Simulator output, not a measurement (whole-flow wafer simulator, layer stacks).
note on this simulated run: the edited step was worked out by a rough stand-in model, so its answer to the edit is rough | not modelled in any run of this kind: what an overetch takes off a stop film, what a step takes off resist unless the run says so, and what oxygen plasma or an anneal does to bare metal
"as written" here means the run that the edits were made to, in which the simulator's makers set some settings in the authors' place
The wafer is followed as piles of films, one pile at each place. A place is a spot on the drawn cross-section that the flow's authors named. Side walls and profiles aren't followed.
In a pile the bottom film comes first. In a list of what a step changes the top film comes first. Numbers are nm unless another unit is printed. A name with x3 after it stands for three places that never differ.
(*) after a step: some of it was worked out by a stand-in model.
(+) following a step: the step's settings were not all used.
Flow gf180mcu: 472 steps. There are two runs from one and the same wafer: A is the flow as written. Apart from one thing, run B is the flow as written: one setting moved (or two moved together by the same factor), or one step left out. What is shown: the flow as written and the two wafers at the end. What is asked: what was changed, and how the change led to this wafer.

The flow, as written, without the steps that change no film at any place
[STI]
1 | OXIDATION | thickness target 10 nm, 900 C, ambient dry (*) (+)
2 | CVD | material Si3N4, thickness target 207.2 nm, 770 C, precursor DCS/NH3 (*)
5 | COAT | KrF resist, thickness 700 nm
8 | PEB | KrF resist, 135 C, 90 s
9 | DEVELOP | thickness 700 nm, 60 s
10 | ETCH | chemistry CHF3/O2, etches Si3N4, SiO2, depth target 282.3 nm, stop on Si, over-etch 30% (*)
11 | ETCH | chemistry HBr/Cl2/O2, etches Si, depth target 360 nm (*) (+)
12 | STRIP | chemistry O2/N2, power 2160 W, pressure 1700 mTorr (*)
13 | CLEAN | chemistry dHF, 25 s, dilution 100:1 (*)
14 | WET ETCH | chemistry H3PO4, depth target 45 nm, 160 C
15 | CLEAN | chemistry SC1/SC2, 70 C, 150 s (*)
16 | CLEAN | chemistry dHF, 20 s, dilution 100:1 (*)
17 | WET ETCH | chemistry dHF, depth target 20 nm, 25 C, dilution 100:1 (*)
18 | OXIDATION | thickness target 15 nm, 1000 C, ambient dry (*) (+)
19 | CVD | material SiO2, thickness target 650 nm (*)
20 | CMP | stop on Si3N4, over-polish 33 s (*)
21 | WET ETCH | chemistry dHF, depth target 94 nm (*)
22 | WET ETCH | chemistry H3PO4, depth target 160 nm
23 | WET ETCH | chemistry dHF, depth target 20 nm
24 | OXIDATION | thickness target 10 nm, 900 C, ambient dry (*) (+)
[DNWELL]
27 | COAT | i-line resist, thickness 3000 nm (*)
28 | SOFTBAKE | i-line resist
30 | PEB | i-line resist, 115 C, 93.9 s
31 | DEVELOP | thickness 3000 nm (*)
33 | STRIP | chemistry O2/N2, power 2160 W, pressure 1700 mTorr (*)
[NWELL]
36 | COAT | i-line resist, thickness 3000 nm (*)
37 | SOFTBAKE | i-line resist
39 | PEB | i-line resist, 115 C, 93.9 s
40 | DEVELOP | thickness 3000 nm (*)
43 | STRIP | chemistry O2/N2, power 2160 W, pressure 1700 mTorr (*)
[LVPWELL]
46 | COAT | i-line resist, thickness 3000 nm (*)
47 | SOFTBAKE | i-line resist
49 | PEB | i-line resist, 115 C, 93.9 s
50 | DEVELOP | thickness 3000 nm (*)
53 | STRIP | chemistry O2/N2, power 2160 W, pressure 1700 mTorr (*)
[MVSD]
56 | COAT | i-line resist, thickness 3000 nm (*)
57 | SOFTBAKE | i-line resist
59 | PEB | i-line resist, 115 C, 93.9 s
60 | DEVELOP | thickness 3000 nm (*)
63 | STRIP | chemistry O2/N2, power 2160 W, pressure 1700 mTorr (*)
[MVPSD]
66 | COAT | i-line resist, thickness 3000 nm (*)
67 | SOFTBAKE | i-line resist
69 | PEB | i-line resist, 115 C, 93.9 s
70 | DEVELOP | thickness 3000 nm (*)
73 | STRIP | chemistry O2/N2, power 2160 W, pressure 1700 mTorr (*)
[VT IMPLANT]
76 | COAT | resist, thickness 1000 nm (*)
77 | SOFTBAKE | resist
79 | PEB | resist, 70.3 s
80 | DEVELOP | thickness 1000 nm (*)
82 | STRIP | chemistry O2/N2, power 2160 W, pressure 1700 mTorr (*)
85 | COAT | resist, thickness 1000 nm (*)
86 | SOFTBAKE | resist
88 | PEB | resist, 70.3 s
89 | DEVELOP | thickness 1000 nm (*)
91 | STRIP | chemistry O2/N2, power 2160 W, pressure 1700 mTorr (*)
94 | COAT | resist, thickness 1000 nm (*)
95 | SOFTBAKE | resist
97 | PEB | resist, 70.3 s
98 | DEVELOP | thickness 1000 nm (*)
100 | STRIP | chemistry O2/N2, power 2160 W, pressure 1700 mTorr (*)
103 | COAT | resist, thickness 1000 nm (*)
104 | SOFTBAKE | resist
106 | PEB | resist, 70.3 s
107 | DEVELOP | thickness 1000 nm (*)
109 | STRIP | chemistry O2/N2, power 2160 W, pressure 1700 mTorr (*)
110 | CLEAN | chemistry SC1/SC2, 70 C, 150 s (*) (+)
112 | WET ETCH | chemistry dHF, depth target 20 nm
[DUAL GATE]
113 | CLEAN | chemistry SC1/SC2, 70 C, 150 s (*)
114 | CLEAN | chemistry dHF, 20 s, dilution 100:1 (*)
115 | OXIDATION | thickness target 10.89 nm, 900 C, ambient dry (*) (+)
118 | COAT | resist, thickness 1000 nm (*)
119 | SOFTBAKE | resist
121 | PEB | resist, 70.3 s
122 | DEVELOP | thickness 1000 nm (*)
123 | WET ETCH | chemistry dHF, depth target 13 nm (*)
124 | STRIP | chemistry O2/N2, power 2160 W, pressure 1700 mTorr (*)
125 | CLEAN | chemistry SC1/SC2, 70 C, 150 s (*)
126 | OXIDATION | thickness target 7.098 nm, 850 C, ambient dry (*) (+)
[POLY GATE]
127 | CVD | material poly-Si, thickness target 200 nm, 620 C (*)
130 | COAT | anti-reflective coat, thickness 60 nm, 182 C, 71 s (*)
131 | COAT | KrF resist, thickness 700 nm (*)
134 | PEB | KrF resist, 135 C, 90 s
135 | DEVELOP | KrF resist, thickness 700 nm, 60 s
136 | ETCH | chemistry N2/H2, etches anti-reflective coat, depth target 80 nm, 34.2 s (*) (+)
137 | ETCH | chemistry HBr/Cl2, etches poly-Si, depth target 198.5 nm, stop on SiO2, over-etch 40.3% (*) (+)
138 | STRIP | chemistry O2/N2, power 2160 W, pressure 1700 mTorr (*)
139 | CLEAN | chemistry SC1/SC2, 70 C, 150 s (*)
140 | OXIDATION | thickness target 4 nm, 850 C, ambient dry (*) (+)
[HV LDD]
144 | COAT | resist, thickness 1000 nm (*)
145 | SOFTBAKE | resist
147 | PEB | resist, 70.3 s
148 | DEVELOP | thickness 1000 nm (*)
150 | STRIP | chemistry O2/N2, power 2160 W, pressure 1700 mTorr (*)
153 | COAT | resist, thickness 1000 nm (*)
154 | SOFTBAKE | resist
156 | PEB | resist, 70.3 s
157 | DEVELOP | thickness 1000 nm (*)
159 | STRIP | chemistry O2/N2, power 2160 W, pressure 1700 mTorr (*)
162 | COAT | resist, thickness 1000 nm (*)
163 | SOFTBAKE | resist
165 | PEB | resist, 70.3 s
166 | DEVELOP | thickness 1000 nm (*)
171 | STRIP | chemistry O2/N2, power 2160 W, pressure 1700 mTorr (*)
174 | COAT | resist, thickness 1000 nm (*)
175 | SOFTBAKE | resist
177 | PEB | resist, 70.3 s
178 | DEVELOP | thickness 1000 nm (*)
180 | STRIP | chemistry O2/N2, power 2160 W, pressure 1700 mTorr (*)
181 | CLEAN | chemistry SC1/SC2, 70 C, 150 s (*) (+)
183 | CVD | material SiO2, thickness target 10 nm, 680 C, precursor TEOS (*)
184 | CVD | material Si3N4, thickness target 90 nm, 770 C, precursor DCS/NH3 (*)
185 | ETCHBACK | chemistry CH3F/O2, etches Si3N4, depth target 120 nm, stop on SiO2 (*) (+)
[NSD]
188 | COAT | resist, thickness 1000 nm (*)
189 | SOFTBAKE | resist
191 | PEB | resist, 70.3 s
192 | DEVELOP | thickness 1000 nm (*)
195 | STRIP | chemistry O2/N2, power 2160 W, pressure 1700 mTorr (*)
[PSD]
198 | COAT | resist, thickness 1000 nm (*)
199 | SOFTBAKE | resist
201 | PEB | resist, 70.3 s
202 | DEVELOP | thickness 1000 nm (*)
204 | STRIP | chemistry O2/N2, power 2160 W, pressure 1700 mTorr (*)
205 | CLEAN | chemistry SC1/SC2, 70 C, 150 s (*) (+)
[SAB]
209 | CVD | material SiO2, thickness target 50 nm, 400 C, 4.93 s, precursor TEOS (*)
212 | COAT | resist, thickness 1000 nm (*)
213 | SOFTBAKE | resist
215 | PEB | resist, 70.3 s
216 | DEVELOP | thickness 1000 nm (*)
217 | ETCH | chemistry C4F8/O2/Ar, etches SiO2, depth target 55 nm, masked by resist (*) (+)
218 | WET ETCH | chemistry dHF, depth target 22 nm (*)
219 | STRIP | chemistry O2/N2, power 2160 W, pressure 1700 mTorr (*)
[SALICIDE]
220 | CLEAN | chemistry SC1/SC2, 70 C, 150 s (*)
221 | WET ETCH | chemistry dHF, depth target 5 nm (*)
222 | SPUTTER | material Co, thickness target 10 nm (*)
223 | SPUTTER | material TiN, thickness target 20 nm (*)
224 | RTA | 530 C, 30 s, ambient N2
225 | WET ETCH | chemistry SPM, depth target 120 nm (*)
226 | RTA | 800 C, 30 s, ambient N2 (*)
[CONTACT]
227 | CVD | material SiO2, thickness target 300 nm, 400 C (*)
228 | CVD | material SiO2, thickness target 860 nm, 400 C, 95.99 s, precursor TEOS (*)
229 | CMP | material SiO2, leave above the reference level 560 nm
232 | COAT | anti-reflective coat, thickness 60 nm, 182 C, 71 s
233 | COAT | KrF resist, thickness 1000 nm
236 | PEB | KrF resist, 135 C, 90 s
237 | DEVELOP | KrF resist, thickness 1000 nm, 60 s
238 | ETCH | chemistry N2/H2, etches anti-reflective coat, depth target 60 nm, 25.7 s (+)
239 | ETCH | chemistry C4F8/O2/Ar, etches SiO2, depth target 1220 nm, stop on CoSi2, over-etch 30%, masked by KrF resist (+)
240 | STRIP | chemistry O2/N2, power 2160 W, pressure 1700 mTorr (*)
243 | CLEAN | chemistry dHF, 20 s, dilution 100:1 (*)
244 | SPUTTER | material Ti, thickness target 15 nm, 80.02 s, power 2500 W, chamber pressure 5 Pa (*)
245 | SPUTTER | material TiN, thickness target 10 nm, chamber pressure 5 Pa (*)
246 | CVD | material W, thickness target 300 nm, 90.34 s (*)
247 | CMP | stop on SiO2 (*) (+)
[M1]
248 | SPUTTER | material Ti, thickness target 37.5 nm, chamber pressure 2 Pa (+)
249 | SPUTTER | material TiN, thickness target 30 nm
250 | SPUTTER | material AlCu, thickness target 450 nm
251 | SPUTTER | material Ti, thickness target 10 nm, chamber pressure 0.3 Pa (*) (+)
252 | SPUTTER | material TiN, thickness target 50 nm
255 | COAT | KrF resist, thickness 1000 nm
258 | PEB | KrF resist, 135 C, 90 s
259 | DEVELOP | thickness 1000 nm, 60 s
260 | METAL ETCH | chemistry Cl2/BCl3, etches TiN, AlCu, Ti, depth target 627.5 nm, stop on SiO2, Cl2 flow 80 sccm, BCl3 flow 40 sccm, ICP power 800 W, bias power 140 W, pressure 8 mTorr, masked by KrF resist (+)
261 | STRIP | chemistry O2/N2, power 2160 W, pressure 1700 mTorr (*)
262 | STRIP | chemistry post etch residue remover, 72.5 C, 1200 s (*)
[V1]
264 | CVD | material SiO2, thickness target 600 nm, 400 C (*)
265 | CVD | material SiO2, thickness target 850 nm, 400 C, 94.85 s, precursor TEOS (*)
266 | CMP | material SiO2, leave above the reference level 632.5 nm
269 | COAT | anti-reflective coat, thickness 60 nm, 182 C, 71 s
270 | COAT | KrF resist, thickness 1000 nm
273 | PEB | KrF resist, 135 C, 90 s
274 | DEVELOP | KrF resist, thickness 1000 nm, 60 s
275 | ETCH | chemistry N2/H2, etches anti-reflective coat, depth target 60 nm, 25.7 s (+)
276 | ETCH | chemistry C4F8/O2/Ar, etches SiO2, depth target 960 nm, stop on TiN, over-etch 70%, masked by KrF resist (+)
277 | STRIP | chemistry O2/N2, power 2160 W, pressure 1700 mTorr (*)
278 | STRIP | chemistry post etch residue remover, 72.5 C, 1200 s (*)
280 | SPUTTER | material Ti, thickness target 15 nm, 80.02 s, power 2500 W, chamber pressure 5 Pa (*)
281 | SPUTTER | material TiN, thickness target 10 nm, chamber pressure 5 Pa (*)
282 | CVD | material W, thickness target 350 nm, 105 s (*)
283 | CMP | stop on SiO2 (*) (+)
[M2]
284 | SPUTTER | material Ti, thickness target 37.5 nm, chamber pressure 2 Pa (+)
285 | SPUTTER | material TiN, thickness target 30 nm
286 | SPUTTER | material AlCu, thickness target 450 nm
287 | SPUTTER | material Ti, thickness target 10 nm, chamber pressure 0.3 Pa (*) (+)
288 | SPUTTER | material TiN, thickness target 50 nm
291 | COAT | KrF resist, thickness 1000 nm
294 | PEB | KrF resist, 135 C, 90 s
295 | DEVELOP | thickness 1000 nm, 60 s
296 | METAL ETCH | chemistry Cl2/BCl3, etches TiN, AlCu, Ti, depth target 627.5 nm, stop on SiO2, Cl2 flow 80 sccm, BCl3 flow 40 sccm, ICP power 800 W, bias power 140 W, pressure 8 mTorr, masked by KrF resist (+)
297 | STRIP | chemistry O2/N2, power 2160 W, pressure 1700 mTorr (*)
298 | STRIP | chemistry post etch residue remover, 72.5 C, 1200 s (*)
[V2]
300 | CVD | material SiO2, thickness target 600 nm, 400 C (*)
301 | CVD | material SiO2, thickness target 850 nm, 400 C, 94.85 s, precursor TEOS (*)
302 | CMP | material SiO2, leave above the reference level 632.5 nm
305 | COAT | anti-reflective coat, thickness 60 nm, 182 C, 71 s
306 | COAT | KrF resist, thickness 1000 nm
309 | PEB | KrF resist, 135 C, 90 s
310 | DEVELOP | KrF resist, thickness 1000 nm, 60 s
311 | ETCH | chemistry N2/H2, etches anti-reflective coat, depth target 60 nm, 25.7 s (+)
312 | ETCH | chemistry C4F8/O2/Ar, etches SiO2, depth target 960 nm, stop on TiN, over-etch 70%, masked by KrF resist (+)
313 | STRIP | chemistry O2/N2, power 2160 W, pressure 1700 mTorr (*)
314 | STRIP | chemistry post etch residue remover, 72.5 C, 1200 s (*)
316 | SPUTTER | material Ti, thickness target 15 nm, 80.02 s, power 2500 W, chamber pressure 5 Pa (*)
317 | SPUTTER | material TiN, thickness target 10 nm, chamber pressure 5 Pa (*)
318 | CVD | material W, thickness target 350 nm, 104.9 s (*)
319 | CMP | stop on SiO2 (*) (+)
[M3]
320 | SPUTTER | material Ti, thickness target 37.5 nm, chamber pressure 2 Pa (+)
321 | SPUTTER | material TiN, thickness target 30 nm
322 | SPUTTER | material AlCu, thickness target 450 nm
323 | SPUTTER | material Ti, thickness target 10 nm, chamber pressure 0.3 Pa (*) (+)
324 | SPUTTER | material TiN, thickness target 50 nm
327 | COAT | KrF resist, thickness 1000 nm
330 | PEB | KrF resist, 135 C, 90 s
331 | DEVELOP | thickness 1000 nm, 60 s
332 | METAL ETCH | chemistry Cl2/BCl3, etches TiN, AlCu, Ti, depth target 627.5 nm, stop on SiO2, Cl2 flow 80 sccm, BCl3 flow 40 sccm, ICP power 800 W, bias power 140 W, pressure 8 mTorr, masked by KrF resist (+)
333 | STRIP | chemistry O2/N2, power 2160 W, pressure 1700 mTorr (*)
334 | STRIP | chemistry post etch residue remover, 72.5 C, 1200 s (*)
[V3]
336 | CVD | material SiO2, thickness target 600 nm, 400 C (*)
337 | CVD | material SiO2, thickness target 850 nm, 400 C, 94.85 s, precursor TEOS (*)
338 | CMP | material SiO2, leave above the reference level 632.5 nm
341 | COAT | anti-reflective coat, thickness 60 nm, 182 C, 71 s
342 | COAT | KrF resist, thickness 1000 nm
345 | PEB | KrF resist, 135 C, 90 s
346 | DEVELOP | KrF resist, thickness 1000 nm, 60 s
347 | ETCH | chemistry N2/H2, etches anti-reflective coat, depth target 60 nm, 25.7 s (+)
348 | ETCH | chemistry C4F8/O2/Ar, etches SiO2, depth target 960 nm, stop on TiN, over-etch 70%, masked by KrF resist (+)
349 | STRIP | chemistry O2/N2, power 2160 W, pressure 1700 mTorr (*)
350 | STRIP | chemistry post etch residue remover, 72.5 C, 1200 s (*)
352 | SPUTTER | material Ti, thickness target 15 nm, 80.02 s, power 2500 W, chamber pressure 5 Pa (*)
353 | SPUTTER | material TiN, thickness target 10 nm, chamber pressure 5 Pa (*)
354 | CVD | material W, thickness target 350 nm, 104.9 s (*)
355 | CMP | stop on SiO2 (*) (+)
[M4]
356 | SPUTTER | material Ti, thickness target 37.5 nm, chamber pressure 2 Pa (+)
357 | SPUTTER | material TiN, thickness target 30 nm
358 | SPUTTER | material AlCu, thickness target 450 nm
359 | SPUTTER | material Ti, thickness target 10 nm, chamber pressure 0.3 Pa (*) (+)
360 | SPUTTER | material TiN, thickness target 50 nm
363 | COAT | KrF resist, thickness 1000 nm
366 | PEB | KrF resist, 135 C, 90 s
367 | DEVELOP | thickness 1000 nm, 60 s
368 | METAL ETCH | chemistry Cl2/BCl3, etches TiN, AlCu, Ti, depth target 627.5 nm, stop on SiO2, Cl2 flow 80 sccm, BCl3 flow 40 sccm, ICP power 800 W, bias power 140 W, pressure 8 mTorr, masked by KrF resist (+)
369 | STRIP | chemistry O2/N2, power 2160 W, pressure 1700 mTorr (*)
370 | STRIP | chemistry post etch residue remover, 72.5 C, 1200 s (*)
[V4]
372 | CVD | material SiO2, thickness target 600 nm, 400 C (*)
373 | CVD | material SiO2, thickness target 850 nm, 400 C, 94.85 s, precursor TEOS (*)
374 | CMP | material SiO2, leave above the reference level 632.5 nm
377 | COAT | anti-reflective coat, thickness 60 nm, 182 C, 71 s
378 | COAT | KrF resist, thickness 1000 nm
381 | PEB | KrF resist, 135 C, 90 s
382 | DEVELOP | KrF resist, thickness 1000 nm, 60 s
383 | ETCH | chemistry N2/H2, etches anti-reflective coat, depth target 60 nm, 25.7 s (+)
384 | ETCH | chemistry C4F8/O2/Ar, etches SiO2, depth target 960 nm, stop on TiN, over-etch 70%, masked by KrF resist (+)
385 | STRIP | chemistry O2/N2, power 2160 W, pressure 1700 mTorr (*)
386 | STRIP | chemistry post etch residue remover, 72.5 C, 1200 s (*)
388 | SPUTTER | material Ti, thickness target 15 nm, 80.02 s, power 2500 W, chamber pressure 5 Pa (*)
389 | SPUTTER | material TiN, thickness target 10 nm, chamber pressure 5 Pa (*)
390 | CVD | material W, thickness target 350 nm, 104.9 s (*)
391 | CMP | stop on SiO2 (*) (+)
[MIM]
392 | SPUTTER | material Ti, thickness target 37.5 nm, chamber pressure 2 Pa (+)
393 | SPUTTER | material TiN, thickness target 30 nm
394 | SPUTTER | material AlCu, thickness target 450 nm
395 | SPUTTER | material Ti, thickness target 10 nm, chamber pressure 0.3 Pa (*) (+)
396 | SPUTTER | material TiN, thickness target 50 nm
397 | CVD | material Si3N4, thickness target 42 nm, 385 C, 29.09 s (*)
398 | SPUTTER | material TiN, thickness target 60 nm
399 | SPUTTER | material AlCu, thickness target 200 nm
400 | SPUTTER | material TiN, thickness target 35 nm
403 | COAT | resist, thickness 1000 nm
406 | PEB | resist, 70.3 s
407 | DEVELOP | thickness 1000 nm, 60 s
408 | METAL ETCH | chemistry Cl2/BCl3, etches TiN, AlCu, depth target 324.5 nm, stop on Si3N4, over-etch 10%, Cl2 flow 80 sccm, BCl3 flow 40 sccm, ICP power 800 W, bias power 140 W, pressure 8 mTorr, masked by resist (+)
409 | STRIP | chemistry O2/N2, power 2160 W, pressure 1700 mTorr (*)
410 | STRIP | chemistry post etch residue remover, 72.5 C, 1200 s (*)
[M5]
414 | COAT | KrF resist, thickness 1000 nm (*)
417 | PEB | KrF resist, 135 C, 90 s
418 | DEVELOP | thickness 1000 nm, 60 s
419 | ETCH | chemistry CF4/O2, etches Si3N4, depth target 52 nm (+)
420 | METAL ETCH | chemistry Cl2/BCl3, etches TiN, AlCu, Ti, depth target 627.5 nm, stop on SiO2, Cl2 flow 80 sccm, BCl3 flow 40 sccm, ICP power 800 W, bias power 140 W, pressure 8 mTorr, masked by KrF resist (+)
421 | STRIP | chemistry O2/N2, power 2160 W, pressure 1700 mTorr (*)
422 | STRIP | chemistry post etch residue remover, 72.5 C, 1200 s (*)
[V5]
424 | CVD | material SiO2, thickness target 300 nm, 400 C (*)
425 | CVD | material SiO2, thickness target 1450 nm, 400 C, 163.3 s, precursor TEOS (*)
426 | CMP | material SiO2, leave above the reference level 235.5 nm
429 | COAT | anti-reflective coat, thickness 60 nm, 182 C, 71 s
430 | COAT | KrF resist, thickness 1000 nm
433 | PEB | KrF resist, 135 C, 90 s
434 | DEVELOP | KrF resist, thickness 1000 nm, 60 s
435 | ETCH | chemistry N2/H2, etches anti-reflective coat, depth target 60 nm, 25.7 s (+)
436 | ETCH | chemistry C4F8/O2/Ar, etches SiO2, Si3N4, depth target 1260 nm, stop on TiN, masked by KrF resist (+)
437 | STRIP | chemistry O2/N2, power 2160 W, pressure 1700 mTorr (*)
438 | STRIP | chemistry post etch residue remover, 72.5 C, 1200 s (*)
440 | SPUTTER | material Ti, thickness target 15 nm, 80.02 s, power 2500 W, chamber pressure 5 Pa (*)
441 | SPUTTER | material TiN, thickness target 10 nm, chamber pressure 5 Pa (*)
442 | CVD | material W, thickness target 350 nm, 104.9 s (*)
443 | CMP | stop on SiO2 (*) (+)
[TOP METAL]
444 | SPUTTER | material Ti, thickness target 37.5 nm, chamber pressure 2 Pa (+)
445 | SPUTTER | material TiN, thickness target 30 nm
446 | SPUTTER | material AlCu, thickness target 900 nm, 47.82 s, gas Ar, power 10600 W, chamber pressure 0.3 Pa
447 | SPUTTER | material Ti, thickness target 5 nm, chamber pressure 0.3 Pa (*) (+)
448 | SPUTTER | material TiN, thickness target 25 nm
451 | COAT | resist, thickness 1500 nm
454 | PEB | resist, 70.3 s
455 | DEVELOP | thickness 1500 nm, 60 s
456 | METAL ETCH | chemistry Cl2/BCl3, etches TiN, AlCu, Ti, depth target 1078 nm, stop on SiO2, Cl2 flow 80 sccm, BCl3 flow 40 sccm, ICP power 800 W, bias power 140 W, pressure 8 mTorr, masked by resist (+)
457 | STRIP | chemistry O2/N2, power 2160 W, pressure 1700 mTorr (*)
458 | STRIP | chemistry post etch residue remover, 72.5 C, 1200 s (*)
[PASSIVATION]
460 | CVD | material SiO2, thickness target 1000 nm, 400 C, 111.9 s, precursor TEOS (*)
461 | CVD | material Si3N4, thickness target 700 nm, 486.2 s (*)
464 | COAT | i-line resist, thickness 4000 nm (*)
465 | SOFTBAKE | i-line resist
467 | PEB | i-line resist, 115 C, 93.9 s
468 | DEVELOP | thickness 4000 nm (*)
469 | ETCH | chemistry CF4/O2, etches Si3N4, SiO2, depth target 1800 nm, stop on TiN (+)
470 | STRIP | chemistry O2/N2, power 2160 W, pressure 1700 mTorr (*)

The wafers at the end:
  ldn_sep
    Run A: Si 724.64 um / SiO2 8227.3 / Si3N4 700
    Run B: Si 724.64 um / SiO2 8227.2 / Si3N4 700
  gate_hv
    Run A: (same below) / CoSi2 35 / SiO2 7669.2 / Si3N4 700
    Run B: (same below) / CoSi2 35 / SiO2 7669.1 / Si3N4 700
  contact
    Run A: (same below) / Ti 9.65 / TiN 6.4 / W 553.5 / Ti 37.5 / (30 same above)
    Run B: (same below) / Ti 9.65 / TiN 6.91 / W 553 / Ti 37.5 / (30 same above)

Cause: step 317, SPUTTER: thickness target 10.8 nm was run, though the flow has thickness target 10 nm.

The path from the change to this, step by step:
  317 | SPUTTER | material TiN, thickness target 10 nm, chamber pressure 5 Pa (*)
      field, field__w1, field__w2 and 107 more: A +10 TiN (new film) | B +10.8 TiN (new film)
      contact: A +6.4 TiN (new film) | B +6.91 TiN (new film)
  319 | CMP | stop on SiO2 (*) (+)
      field, field__w1, field__w2 and 107 more: A -350 W (all of it), -10 TiN (all of it), -15 Ti (all of it), -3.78 SiO2 | B -350 W (all of it), -10.8 TiN (all of it), -15 Ti (all of it), -3.79 SiO2
